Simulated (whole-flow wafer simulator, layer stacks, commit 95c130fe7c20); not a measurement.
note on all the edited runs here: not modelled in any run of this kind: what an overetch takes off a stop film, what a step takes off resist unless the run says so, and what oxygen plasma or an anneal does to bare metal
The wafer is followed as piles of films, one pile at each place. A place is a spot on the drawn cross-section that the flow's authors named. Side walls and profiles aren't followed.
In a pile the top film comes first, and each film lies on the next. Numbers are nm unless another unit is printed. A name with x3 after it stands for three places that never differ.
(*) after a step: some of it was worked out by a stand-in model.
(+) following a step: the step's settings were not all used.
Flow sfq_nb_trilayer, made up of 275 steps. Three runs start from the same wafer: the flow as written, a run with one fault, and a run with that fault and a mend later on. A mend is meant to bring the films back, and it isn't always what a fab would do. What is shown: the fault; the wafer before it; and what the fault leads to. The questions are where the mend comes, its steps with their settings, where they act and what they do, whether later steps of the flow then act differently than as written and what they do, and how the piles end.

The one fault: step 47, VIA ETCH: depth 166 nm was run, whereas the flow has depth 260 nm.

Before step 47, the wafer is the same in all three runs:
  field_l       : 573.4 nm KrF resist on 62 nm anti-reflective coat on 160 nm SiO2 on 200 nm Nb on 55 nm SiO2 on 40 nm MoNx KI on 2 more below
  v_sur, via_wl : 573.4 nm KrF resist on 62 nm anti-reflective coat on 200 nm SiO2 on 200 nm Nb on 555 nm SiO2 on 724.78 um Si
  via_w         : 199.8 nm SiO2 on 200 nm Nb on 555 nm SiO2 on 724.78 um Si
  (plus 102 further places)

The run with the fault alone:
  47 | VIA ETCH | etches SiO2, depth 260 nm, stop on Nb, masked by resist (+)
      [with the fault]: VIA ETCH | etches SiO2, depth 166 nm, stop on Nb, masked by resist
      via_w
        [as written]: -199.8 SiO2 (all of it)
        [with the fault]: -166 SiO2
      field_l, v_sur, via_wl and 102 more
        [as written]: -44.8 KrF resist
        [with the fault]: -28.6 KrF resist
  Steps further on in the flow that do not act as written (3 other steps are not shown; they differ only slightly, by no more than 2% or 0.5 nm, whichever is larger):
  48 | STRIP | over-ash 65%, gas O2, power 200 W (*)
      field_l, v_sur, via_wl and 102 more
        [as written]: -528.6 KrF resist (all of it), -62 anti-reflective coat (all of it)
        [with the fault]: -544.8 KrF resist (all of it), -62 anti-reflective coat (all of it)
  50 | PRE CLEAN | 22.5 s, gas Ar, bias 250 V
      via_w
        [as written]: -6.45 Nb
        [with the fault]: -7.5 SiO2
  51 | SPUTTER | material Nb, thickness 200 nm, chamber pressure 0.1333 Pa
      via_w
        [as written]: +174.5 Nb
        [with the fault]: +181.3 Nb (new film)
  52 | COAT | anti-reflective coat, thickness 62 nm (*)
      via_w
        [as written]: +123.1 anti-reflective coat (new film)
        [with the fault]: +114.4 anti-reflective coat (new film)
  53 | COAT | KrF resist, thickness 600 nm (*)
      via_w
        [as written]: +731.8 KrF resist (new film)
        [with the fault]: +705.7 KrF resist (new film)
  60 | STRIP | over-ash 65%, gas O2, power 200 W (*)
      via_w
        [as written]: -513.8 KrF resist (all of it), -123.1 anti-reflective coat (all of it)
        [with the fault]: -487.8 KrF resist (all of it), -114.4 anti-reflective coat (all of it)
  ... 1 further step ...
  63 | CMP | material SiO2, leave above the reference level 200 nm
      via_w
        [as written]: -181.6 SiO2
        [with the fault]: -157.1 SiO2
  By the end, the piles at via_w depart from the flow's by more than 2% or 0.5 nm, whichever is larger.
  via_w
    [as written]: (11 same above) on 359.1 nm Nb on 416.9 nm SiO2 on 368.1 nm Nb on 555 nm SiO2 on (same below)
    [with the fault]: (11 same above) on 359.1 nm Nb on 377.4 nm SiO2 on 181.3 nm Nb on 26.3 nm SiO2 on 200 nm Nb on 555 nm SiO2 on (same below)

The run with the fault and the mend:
  The mend stands after step 47.
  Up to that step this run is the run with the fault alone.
  47a | VIA ETCH | etches SiO2, depth 94 nm, stop on Nb, masked by resist (+) (the flow's step 47, run once more with other settings)
      field_l, v_sur, via_wl and 102 more
        -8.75 KrF resist
      via_w
        -33.8 SiO2 (all of it)
  Later steps of the flow that are run all act as written at every place that is followed, up to a difference of at most 2% or 0.5 nm, whichever is larger.
  By the end, the piles equal the flow's at every place that both follow.
